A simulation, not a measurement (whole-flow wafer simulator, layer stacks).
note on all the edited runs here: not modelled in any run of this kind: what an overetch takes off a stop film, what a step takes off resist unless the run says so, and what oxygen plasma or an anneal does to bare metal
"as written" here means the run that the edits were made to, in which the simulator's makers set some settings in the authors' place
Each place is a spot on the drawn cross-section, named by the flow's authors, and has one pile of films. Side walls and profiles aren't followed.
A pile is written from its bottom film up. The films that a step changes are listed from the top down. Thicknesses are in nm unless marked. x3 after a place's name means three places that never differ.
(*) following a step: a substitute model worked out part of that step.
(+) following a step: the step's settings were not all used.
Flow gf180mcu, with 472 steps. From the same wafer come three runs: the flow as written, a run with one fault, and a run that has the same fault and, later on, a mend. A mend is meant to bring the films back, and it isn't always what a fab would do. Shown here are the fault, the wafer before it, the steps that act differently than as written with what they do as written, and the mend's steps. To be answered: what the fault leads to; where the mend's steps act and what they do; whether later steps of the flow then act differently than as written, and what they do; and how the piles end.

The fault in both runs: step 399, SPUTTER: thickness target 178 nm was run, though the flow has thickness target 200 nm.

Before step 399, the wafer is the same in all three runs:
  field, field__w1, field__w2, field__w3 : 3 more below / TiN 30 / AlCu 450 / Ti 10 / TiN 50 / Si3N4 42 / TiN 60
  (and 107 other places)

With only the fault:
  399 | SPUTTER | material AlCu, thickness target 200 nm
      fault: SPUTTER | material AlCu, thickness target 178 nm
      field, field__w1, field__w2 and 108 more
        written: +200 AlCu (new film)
        fault: +178 AlCu (new film)
  Steps further on in the flow that do not act as written (6 more steps, not shown, differ only slightly: by at most 2% or 0.5 nm, whichever is larger):
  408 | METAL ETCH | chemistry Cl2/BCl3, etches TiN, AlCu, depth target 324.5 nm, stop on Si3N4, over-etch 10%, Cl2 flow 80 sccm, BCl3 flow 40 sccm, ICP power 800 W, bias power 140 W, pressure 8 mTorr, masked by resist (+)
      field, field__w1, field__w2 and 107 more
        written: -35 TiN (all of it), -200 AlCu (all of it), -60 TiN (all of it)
        fault: -35 TiN (all of it), -178 AlCu (all of it), -60 TiN (all of it)
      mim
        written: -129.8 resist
        fault: -120.1 resist
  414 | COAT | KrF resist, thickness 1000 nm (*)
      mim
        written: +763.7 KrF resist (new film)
        fault: +780.5 KrF resist (new film)
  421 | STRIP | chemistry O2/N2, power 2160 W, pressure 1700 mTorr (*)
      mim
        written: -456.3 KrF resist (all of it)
        fault: -472.8 KrF resist (all of it)
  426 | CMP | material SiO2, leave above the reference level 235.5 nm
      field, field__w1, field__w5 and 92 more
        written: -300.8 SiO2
        fault: -322.8 SiO2
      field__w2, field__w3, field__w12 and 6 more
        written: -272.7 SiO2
        fault: -294.7 SiO2
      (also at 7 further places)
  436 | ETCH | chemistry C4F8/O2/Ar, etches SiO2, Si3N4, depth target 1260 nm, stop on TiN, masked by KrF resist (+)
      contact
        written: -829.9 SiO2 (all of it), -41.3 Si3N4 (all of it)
        fault: -807.9 SiO2 (all of it), -41.3 Si3N4 (all of it)
  The piles end different from the flow's at field__w8, contact, m1, m1__w1, mim, m1_nw by more than 2% or 0.5 nm, whichever is larger.
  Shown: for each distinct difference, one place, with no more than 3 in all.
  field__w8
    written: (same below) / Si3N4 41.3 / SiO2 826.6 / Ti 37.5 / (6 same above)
    fault: (same below) / Si3N4 41.3 / SiO2 804.6 / Ti 37.5 / (6 same above)
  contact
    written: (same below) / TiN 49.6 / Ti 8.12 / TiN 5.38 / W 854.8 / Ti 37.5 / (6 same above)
    fault: (same below) / TiN 49.6 / Ti 8.22 / TiN 5.45 / W 832.6 / Ti 37.5 / (6 same above)
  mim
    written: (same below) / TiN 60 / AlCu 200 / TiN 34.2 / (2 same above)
    fault: (same below) / TiN 60 / AlCu 178 / TiN 34.2 / (2 same above)

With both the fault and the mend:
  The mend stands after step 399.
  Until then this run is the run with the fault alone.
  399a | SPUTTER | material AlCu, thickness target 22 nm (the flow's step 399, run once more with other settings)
      field, field__w1, field__w2 and 108 more
        +22 AlCu
  Every later step of the flow that is run acts as written at every place that is followed.
  At every place that both follow, the piles at the end match the flow's.
